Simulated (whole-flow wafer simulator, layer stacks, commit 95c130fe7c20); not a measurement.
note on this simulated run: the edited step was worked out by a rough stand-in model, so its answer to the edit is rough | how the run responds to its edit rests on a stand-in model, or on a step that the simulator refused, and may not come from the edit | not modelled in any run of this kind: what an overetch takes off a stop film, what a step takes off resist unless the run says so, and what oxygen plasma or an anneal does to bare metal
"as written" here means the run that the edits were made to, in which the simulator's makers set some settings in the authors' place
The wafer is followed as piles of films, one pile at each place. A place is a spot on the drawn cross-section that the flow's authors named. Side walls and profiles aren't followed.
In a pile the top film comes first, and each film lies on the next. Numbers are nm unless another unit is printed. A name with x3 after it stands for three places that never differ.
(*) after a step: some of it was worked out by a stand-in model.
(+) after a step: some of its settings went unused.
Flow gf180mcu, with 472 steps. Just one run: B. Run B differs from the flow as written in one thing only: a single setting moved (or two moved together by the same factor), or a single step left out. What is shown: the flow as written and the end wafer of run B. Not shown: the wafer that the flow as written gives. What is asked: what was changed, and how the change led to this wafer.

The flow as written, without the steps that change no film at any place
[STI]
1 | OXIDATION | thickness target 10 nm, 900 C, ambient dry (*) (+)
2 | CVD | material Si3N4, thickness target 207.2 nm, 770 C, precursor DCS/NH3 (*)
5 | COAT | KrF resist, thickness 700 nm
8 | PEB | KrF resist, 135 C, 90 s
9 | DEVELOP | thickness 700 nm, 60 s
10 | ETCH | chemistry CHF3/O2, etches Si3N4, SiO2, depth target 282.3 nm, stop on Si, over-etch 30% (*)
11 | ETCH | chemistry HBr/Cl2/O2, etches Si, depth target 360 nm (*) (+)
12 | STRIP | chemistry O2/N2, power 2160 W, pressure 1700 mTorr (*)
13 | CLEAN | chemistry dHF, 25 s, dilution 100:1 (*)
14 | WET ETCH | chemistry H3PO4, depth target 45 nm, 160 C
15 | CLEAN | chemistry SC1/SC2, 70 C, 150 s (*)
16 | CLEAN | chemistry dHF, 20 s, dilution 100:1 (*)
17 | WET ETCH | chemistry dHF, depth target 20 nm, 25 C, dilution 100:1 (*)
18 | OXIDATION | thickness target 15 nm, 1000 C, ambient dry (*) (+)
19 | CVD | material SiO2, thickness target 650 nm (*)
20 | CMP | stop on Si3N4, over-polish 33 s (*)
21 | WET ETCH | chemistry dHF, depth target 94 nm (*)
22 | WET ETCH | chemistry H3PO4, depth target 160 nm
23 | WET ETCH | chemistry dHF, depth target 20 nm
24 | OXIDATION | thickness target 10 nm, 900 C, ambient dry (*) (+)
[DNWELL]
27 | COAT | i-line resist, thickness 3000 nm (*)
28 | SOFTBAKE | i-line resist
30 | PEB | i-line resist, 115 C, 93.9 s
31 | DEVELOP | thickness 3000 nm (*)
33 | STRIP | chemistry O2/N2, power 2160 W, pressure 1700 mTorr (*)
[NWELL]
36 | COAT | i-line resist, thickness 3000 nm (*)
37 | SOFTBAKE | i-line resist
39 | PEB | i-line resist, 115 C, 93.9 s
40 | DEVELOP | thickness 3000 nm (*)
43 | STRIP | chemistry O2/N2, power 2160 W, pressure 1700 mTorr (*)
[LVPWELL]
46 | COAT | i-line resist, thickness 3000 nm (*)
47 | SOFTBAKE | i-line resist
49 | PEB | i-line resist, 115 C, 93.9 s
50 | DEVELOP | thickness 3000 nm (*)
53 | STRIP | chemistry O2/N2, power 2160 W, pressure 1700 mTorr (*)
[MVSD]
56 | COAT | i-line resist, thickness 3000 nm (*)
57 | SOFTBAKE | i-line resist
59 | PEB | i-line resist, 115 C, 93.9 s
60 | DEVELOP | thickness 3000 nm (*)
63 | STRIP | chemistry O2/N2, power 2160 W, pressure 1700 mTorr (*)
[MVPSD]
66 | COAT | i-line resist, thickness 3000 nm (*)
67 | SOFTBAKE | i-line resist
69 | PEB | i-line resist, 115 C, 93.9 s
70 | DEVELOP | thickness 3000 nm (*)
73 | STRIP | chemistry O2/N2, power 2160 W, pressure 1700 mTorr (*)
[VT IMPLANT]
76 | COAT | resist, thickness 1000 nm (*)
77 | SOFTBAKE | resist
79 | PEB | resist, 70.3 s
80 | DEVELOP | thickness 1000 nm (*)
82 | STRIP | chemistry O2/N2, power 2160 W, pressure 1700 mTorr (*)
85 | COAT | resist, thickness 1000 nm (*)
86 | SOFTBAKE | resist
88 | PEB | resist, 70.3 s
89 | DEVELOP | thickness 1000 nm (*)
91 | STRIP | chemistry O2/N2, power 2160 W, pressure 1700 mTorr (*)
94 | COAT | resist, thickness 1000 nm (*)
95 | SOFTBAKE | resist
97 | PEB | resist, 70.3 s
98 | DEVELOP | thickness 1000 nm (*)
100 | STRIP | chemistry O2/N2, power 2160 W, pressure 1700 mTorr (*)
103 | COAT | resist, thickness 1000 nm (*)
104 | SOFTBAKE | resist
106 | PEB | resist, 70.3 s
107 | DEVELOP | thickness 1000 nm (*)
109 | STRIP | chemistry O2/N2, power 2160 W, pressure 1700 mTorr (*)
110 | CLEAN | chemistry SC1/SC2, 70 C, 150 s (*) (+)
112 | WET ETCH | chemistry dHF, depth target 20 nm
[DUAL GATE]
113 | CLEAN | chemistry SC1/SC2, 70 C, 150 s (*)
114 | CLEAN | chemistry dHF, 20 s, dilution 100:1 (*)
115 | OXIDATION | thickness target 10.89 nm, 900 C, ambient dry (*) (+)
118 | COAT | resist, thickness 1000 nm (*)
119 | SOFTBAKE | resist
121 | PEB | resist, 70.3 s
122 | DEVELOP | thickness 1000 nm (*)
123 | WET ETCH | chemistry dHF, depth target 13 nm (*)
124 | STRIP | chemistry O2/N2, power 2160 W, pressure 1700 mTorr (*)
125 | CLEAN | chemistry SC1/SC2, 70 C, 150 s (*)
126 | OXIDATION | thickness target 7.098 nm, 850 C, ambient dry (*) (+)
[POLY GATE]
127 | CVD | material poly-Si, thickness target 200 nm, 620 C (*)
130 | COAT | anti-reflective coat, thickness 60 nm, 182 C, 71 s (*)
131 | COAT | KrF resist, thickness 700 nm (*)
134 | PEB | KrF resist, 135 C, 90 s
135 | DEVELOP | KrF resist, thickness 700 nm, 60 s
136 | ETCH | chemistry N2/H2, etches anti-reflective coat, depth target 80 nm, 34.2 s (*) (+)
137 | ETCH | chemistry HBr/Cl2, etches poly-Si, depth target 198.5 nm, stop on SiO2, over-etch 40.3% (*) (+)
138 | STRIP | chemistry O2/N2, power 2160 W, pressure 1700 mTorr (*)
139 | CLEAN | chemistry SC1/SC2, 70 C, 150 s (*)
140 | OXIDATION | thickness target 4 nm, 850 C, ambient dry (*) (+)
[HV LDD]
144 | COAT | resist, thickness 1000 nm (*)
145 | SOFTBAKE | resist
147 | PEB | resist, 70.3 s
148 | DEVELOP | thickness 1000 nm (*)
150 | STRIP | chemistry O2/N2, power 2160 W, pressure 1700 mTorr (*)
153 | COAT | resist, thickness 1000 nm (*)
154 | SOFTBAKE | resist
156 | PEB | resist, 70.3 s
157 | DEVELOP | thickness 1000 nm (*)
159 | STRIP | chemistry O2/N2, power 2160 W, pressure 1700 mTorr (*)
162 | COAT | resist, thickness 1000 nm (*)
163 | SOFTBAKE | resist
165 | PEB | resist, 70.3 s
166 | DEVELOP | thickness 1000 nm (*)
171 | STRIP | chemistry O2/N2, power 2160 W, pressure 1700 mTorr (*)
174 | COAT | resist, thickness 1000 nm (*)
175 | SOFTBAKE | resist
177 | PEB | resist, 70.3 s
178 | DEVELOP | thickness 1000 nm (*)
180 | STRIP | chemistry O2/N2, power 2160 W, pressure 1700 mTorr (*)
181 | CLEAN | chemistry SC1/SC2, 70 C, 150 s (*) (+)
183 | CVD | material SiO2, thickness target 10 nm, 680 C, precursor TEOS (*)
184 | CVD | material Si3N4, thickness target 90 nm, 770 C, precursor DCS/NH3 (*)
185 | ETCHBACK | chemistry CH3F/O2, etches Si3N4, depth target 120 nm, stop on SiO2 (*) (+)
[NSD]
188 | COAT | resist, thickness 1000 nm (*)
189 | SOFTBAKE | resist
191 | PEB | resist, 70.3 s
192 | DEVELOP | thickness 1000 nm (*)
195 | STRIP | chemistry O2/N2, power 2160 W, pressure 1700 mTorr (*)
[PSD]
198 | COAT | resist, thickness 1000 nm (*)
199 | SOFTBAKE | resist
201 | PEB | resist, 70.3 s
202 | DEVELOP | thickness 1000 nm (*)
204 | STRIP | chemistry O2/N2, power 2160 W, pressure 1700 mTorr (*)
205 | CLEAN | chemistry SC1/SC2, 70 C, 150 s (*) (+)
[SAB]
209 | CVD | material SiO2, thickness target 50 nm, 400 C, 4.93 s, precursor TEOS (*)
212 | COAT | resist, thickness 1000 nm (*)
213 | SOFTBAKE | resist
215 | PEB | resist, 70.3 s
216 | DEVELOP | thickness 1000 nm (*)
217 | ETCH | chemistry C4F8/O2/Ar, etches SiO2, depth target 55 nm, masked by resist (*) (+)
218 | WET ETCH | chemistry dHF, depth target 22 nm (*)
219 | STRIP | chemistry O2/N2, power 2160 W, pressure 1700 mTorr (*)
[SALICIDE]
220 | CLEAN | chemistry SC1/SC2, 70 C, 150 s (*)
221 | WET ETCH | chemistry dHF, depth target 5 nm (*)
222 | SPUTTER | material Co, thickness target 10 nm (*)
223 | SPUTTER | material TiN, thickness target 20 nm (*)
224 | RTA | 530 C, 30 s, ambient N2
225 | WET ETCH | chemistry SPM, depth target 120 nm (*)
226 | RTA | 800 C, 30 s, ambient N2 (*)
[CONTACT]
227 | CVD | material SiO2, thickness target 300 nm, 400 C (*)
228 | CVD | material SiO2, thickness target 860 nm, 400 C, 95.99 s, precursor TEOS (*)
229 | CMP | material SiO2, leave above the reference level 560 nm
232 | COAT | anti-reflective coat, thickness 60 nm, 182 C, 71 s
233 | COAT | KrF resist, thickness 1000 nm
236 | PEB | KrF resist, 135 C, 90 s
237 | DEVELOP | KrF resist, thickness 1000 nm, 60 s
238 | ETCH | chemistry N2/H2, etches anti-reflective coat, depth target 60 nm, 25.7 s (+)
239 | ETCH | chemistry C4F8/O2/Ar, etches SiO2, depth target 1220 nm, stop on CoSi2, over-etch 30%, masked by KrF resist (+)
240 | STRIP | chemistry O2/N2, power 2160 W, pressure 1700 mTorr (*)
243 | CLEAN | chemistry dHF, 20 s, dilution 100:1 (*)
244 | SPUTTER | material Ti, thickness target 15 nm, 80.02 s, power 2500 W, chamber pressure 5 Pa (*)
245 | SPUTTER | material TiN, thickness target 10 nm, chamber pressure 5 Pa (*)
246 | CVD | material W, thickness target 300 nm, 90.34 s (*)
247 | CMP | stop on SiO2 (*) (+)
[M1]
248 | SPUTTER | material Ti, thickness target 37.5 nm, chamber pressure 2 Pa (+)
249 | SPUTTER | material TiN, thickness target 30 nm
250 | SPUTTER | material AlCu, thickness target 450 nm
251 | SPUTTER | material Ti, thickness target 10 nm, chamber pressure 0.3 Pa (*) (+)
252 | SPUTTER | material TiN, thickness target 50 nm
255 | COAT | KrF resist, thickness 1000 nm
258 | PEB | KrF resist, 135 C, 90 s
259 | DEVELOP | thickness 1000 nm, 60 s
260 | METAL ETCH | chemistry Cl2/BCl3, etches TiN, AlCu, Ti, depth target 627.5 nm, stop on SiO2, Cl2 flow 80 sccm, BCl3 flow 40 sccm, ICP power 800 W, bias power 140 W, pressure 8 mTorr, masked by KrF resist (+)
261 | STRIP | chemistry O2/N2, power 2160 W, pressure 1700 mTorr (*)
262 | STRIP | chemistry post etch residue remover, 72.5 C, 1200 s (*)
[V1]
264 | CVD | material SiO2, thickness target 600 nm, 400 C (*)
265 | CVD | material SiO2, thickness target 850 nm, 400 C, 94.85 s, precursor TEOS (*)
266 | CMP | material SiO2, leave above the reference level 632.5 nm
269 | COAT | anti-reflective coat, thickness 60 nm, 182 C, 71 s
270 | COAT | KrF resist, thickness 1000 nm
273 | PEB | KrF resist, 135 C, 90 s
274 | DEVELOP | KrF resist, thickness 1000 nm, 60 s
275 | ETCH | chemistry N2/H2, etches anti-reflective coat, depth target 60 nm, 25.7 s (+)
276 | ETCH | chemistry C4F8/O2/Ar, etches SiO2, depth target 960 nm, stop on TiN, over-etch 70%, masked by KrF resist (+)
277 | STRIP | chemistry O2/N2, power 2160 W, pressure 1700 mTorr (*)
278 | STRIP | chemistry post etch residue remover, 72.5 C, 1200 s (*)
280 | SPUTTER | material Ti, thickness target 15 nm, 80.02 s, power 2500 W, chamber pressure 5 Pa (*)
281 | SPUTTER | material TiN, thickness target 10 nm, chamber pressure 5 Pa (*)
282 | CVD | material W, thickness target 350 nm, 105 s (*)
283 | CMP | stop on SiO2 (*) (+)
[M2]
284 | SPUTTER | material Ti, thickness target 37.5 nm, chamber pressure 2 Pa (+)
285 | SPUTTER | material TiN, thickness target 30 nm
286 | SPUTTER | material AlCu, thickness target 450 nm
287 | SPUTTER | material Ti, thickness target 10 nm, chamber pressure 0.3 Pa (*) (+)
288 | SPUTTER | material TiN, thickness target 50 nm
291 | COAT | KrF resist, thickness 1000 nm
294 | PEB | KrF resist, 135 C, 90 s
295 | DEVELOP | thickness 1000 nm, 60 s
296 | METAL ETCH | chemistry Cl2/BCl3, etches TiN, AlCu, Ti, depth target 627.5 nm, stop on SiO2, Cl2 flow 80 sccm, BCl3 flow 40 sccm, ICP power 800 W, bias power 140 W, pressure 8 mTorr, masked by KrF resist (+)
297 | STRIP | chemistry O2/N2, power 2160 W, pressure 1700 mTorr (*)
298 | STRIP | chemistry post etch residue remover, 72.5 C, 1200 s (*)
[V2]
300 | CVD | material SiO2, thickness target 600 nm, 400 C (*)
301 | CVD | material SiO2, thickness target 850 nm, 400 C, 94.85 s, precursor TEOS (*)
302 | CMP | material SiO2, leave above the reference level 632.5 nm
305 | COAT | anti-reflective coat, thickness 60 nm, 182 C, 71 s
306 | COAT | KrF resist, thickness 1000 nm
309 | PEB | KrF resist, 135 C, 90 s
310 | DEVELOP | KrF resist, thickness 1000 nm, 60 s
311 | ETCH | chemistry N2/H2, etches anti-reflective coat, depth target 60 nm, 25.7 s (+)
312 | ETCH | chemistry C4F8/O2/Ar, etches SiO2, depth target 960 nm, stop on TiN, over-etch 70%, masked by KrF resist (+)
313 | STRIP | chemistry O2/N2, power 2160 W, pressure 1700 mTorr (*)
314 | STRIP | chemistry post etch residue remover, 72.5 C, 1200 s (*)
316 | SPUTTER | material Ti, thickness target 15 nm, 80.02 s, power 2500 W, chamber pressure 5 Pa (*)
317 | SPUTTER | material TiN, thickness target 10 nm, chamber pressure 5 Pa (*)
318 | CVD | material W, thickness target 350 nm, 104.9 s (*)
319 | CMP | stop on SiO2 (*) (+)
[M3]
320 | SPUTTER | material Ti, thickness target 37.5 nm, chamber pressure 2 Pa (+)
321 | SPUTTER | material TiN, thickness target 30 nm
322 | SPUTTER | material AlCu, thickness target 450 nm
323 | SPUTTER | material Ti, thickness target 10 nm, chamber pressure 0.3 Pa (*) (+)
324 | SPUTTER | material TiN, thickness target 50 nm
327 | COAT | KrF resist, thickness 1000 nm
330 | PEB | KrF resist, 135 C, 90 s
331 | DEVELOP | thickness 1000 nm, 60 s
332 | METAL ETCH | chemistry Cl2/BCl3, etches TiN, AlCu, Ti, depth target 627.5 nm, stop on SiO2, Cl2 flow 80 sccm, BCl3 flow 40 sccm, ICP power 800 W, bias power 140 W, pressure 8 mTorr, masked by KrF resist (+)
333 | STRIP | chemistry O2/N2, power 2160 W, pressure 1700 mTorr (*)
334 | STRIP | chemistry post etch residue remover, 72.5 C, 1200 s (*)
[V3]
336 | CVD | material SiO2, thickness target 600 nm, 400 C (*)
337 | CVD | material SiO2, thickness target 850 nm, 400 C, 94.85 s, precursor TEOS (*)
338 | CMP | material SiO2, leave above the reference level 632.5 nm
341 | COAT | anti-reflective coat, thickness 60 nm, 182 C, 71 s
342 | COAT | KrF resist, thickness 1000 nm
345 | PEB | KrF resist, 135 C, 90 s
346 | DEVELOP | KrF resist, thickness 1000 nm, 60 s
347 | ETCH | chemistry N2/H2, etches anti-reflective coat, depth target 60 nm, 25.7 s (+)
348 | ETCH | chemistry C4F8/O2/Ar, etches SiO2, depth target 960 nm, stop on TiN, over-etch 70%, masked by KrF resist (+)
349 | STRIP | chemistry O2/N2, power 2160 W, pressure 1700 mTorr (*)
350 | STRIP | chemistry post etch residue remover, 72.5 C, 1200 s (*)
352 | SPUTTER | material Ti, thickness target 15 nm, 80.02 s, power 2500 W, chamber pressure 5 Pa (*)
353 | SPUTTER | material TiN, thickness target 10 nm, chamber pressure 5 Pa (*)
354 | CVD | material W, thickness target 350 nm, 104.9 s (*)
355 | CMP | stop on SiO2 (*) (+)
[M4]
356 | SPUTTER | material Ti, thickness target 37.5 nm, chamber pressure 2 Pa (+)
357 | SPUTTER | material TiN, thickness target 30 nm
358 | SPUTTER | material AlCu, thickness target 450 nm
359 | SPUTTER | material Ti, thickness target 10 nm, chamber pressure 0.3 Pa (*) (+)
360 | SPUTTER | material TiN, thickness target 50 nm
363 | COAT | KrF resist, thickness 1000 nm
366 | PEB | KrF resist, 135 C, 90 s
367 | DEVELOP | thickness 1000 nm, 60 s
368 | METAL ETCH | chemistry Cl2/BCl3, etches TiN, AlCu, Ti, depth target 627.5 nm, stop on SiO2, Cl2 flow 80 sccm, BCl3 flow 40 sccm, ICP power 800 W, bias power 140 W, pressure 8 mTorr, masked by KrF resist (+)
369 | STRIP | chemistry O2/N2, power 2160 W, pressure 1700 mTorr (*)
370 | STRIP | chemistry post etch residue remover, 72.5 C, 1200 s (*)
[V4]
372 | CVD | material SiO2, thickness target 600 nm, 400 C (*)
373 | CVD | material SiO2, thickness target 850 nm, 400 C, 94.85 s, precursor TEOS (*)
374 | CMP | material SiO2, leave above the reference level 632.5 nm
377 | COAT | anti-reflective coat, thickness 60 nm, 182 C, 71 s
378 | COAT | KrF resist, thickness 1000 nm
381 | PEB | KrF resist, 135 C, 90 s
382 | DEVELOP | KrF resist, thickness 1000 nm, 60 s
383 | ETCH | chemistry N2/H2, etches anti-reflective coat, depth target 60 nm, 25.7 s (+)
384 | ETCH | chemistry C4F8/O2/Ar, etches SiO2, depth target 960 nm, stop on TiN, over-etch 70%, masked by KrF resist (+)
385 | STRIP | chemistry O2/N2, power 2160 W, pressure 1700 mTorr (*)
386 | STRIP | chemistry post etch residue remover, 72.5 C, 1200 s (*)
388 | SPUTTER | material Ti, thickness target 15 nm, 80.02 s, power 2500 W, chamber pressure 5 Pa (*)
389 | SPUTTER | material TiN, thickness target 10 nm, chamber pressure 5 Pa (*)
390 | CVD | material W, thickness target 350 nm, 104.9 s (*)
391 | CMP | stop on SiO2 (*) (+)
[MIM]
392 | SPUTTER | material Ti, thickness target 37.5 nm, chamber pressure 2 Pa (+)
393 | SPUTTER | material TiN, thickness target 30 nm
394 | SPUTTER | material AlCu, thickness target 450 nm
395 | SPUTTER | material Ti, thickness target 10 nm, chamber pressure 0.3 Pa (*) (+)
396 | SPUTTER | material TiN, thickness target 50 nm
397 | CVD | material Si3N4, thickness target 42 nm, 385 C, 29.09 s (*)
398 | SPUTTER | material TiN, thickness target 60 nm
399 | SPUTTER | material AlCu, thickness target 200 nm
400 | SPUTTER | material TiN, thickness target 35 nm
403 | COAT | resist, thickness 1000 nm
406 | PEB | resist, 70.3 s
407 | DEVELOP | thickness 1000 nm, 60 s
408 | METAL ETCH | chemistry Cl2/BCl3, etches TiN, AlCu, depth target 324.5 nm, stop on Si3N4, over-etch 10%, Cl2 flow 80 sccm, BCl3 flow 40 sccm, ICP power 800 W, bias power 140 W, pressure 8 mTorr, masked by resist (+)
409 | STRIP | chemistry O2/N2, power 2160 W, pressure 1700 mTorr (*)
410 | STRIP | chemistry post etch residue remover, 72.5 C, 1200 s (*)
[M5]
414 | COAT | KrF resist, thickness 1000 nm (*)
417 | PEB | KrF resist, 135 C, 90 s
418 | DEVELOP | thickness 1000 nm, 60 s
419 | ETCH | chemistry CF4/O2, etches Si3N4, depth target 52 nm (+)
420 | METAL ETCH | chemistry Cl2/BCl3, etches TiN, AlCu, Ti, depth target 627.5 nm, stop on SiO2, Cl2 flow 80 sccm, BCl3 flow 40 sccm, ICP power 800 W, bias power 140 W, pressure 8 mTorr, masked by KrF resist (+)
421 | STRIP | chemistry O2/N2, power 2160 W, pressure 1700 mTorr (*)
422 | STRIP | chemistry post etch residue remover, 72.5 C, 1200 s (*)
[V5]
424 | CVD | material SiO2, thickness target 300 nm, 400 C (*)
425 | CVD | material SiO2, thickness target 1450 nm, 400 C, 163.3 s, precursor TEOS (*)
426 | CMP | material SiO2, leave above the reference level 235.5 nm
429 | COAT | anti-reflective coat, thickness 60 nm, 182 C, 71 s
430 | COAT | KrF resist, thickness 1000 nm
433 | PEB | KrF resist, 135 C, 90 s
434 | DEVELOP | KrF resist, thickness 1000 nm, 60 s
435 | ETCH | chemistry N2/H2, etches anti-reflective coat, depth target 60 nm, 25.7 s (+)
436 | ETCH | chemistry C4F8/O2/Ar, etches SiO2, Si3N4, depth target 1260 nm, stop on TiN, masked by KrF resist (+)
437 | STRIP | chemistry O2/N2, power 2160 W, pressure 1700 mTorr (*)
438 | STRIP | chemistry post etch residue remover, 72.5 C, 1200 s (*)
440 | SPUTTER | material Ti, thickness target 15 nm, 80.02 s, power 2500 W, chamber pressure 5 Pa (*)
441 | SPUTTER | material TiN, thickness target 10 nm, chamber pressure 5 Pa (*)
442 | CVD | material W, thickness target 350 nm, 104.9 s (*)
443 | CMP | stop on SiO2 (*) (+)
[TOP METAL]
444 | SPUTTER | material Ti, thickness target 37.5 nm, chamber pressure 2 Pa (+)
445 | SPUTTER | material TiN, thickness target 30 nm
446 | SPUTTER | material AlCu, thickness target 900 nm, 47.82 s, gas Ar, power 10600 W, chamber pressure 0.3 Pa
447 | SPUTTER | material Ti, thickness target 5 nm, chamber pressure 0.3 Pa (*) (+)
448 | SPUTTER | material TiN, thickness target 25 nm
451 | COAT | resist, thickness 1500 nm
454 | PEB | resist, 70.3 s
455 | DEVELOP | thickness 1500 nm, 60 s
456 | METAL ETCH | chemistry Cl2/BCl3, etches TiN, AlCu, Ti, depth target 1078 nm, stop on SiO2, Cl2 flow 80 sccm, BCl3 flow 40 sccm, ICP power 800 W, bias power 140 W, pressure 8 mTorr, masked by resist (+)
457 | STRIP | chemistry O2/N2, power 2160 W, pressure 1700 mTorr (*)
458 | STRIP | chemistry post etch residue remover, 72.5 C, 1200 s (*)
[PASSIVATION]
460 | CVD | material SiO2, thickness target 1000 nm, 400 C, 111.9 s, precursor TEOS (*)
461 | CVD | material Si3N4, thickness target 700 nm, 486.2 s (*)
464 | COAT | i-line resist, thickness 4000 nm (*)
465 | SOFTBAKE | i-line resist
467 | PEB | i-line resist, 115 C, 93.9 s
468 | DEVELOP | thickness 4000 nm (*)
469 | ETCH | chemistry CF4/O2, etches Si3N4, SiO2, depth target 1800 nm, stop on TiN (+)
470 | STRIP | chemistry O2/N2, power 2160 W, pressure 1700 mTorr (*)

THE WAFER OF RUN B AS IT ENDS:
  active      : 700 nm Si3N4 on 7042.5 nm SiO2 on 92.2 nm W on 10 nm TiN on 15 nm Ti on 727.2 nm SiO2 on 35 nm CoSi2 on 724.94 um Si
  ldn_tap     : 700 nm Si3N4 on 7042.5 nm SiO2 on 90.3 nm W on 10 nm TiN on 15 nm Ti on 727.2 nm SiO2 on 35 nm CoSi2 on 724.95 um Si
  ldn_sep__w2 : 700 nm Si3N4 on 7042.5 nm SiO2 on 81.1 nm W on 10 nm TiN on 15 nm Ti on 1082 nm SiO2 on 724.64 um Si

Cause: step 228, CVD: thickness target 421 nm was run, whereas the flow has thickness target 860 nm; step 228, CVD: 47.04 s was run, where the flow has 95.99 s.

The path from the change to this, step by step:
  228 | CVD | material SiO2, thickness target 860 nm, 400 C, 95.99 s, precursor TEOS (*)
      field, field__w7, field__w8 and 70 more: +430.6 SiO2 (as written it would have been: +860 SiO2)
      field__w3, field__w12: +408 SiO2 (as written it would have been: +807.3 SiO2)
      (as well as at 36 more places)
  229 | CMP | material SiO2, leave above the reference level 560 nm
      ldn_sep__w1, ldn_sep__w2, ldn_dft and 8 more: nothing (as written it would have been: -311 SiO2)
      active, p_well, sd_n, iso_ptap_pw, iso_ntap_nw, iso_ptap_sub, vpnp_e: nothing (as written it would have been: -299.9 SiO2)
      (as well as at 93 more places)
  232 | COAT | anti-reflective coat, thickness 60 nm, 182 C, 71 s
      sti, mim_1p0, pad, dice_street: +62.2 anti-reflective coat (new film) (as written it would have been: +60 anti-reflective coat (new film))
      field__w1, n_well: +69.7 anti-reflective coat (new film) (as written it would have been: +60 anti-reflective coat (new film))
      (as well as at 96 more places)
  233 | COAT | KrF resist, thickness 1000 nm
      p_well, sti, sd_n, mim_1p0, pad, dice_street: +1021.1 KrF resist (new film) (as written it would have been: +1000 KrF resist (new film))
      active, spacer: +972.3 KrF resist (new film) (as written it would have been: +1000 KrF resist (new film))
      (as well as at 51 more places)
  236 | PEB | KrF resist, 135 C, 90 s
      ld_gate_n, ld_gate_p, gate_p_hv5: -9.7 KrF resist (as written it would have been: -10.5 KrF resist)
      field_sub, mim: -11.5 KrF resist (as written it would have been: -10.5 KrF resist)
      (as well as at 16 more places)
  237 | DEVELOP | KrF resist, thickness 1000 nm, 60 s
      contact: -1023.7 KrF resist (all of it) (as written it would have been: -989.5 KrF resist (all of it))
      polyc_n: -938 KrF resist (all of it) (as written it would have been: -989.5 KrF resist (all of it))
      (as well as at 1 more place)
  238 | ETCH | chemistry N2/H2, etches anti-reflective coat, depth target 60 nm, 25.7 s (+)
      contact: -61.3 anti-reflective coat (all of it), -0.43 SiO2 (as written it would have been: -60 anti-reflective coat (all of it), -0.46 SiO2)
      polyc_n: -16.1 anti-reflective coat (all of it), -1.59 SiO2 (as written it would have been: -60 anti-reflective coat (all of it), -0.46 SiO2)
      (as well as at 1 more place)
  239 | ETCH | chemistry C4F8/O2/Ar, etches SiO2, depth target 1220 nm, stop on CoSi2, over-etch 30%, masked by KrF resist (+)
      field, field__w1, field__w2 and 105 more: -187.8 KrF resist (as written it would have been: -223.5 KrF resist)
      contact: -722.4 SiO2 (all of it) (as written it would have been: -859.5 SiO2 (all of it))
  240 | STRIP | chemistry O2/N2, power 2160 W, pressure 1700 mTorr (*)
      sti, mim_1p0, pad, dice_street: -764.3 KrF resist (all of it), -62.2 anti-reflective coat (all of it) (as written it would have been: -707.7 KrF resist (all of it), -60 anti-reflective coat (all of it))
      p_well, sd_n: -764.3 KrF resist (all of it), -59.1 anti-reflective coat (all of it) (as written it would have been: -707.7 KrF resist (all of it), -60 anti-reflective coat (all of it))
      (as well as at 102 more places)
  244 | SPUTTER | material Ti, thickness target 15 nm, 80.02 s, power 2500 W, chamber pressure 5 Pa (*)
      field__w3, ld_sd_n: +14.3 Ti (new film) (as written it would have been: +15 Ti (new film))
      field__w12, ld_drift_n: +13.7 Ti (new film) (as written it would have been: +15 Ti (new film))
      (as well as at 4 more places)
  245 | SPUTTER | material TiN, thickness target 10 nm, chamber pressure 5 Pa (*)
      field__w12: +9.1 TiN (new film) (as written it would have been: +10 TiN (new film))
      ld_drift_n: +9.12 TiN (new film) (as written it would have been: +10 TiN (new film))
      (as well as at 1 more place)
  246 | CVD | material W, thickness target 300 nm, 90.34 s (*)
      contact: +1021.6 W (new film) (as written it would have been: +1167.5 W (new film))
  247 | CMP | stop on SiO2 (*) (+)
      gate, gate_hv, gate_p and 23 more: -300 W (all of it), -10 TiN (all of it), -15 Ti (all of it) (as written it would have been: -300 W (all of it), -10 TiN (all of it), -15 Ti (all of it), -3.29 SiO2)
      ldn_sep__w1, ldn_dft, ldn_out, ldp_sep__w1, ldp_sep__w2, ldp_dft, ldp_out, ldp_fld__w2: -206.6 W (as written it would have been: -300 W (all of it), -10 TiN (all of it), -15 Ti (all of it), -3.29 SiO2)
      (as well as at 75 more places)
  260 | METAL ETCH | chemistry Cl2/BCl3, etches TiN, AlCu, Ti, depth target 627.5 nm, stop on SiO2, Cl2 flow 80 sccm, BCl3 flow 40 sccm, ICP power 800 W, bias power 140 W, pressure 8 mTorr, masked by KrF resist (+)
      field, field__w1, field__w2 and 74 more: -50 TiN (all of it), -10 Ti (all of it), -450 AlCu (all of it), -30 TiN (all of it), -37.5 Ti (all of it), -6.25 W (as written it would have been: -50 TiN (all of it), -10 Ti (all of it), -450 AlCu (all of it), -30 TiN (all of it), -37.5 Ti (all of it))
      spacer: -50 TiN (all of it), -10 Ti (all of it), -450 AlCu (all of it), -30 TiN (all of it), -37.5 Ti (all of it), -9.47 TiN (all of it), -15 Ti (all of it) (as written it would have been: -50 TiN (all of it), -10 Ti (all of it), -450 AlCu (all of it), -30 TiN (all of it), -37.5 Ti (all of it))
  262 | STRIP | chemistry post etch residue remover, 72.5 C, 1200 s (*)
      field, field__w1, field__w2 and 74 more: -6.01 W (as written it would have been: nothing)
  264 | CVD | material SiO2, thickness target 600 nm, 400 C (*)
      field, field__w1, field__w2 and 74 more: +600 SiO2 (new film) (as written it would have been: +600 SiO2)
  266 | CMP | material SiO2, leave above the reference level 632.5 nm
      field, field__w1, field__w2 and 74 more: -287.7 SiO2 (as written it would have been: -300 SiO2)
      spacer: -275.5 SiO2 (as written it would have been: -300 SiO2)
If metal films that touch count as one body, active has 2 bodies (between them, from the top down: SiO2 727.2); the flow as written gives 1 body.
If metal films that touch count as one body, ldn_tap has 2 bodies (between them, from the top down: SiO2 727.2); the flow as written gives 1 body.
If metal films that touch count as one body, ldn_sep__w2 has 1 body; the flow as written gives 0 bodies.
